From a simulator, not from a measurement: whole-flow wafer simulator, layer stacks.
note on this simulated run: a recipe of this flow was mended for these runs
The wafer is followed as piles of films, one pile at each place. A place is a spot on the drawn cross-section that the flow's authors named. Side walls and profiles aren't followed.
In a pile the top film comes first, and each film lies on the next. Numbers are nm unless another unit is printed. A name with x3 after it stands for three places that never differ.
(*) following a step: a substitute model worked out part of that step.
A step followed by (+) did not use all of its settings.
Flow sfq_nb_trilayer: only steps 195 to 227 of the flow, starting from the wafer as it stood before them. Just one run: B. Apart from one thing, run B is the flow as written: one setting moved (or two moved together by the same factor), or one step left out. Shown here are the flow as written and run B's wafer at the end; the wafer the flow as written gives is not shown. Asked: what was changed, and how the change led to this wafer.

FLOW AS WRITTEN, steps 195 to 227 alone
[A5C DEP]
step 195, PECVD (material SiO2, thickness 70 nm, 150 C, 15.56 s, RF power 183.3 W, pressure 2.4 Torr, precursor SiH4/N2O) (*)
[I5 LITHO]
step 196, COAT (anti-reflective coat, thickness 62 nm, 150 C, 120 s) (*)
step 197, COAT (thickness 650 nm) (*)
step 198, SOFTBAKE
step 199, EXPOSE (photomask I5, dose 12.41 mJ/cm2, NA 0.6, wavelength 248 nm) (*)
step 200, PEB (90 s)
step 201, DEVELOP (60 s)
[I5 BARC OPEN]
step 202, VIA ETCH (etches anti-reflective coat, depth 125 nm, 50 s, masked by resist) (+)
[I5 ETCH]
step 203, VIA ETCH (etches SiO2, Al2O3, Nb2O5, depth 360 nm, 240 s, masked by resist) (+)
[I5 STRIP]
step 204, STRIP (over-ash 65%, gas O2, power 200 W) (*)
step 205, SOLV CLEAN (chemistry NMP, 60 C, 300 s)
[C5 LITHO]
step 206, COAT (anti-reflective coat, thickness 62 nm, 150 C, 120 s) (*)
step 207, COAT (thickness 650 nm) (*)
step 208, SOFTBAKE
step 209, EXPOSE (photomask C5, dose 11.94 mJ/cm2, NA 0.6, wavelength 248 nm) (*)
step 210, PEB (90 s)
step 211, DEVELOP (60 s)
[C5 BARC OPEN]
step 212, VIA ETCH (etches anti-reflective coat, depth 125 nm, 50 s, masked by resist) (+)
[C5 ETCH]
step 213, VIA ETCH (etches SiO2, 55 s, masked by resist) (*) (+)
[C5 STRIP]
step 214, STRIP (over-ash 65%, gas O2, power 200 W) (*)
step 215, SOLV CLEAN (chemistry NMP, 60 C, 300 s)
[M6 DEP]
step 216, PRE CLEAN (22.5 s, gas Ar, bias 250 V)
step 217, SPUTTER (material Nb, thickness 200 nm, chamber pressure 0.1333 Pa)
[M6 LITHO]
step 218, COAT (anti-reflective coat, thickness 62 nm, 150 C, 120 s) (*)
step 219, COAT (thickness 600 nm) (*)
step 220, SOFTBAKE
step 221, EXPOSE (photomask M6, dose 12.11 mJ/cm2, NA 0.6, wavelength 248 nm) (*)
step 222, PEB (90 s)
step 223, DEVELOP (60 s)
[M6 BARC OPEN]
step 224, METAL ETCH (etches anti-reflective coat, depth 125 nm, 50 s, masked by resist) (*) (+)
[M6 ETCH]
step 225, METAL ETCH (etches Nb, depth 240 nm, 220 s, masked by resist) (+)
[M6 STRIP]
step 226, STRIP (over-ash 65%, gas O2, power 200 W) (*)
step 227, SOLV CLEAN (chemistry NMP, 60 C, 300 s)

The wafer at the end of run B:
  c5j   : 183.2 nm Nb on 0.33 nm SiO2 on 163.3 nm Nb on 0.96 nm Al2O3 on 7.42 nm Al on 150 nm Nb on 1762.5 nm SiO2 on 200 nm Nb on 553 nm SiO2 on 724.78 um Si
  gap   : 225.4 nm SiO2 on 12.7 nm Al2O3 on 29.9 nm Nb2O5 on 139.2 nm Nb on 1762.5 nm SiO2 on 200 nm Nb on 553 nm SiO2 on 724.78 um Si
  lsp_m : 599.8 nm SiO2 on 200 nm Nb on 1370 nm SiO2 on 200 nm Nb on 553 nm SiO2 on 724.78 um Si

Cause: step 195, PECVD: thickness 92.09 nm was run, while the flow as written has thickness 70 nm; step 195, PECVD: 20.46 s was run, where the flow has 15.56 s.

Step by step, how the change led to this:
  step 195, PECVD (material SiO2, thickness 70 nm, 150 C, 15.56 s, RF power 183.3 W, pressure 2.4 Torr, precursor SiH4/N2O) (*)
      field_l, v_sur, via_wl and 92 more: +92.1 SiO2 (in the flow as written it would be: +70 SiO2)
      ce_l, c5j, ce_r and 8 more: +92.1 SiO2 (new film) (in the flow as written it would be: +70 SiO2 (new film))
  step 196, COAT (anti-reflective coat, thickness 62 nm, 150 C, 120 s) (*)
      r5r_line_l, r5r_line_c, r5r_line_r: +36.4 anti-reflective coat (new film) (in the flow as written it would be: +35.5 anti-reflective coat (new film))
  step 203, VIA ETCH (etches SiO2, Al2O3, Nb2O5, depth 360 nm, 240 s, masked by resist) (+)
      be: -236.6 SiO2 (all of it), -12.7 Al2O3 (all of it), -29.9 Nb2O5 (all of it), -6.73 Nb (in the flow as written it would be: -214.5 SiO2 (all of it), -12.7 Al2O3 (all of it), -29.9 Nb2O5 (all of it), -8.57 Nb)
  step 204, STRIP (over-ash 65%, gas O2, power 200 W) (*)
      r5r_line_l, r5r_line_c, r5r_line_r: -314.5 KrF-resist-other-grade (all of it), -36.4 anti-reflective coat (all of it) (in the flow as written it would be: -314.5 KrF-resist-other-grade (all of it), -35.5 anti-reflective coat (all of it))
  step 206, COAT (anti-reflective coat, thickness 62 nm, 150 C, 120 s) (*)
      r5r_line_l, r5r_line_c, r5r_line_r: +36.4 anti-reflective coat (new film) (in the flow as written it would be: +35.5 anti-reflective coat (new film))
      be: +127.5 anti-reflective coat (new film) (in the flow as written it would be: +124.3 anti-reflective coat (new film))
  step 213, VIA ETCH (etches SiO2, 55 s, masked by resist) (*) (+)
      c5j: -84 SiO2 (in the flow as written it would be: -69.7 SiO2 (all of it), -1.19 Nb)
      res: -84 SiO2 (in the flow as written it would be: -69.7 SiO2 (all of it), -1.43 Ti)
  step 214, STRIP (over-ash 65%, gas O2, power 200 W) (*)
      r5r_line_l, r5r_line_c, r5r_line_r: -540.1 KrF-resist-other-grade (all of it), -36.4 anti-reflective coat (all of it) (in the flow as written it would be: -540 KrF-resist-other-grade (all of it), -35.5 anti-reflective coat (all of it))
      be: -720.3 KrF-resist-other-grade (all of it), -127.5 anti-reflective coat (all of it) (in the flow as written it would be: -705.8 KrF-resist-other-grade (all of it), -124.3 anti-reflective coat (all of it))
  step 216, PRE CLEAN (22.5 s, gas Ar, bias 250 V)
      c5j: -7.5 SiO2 (in the flow as written it would be: -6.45 Nb)
      res: -7.75 SiO2 (all of it) (in the flow as written it would be: -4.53 Ti)
  step 217, SPUTTER (material Nb, thickness 200 nm, chamber pressure 0.1333 Pa)
      c5j: +183.2 Nb (new film) (in the flow as written it would be: +188.4 Nb)
      be: +141.3 Nb (in the flow as written it would be: +145.8 Nb)
  step 218, COAT (anti-reflective coat, thickness 62 nm, 150 C, 120 s) (*)
      be: +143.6 anti-reflective coat (new film) (in the flow as written it would be: +139.6 anti-reflective coat (new film))
      be_sur: +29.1 anti-reflective coat (new film) (in the flow as written it would be: +28.5 anti-reflective coat (new film))
      (and at 8 other places as well)
  step 219, COAT (thickness 600 nm) (*)
      be: +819 KrF-resist-other-grade (new film) (in the flow as written it would be: +795.2 KrF-resist-other-grade (new film))
  step 226, STRIP (over-ash 65%, gas O2, power 200 W) (*)
      be: -583.1 KrF-resist-other-grade (all of it), -143.6 anti-reflective coat (all of it) (in the flow as written it would be: -559.4 KrF-resist-other-grade (all of it), -139.6 anti-reflective coat (all of it))
      be_sur: -366.5 KrF-resist-other-grade (all of it), -29.1 anti-reflective coat (all of it) (in the flow as written it would be: -365.3 KrF-resist-other-grade (all of it), -28.5 anti-reflective coat (all of it))
      (and at 8 other places as well)
With metal films that touch counted as one body, c5j has 4 bodies (between them, from the top down: SiO2 0.33; Al2O3 0.96; SiO2 1762.5); the flow as written gives 3 bodies (between them, from the top down: Al2O3 0.96; SiO2 1762.5).
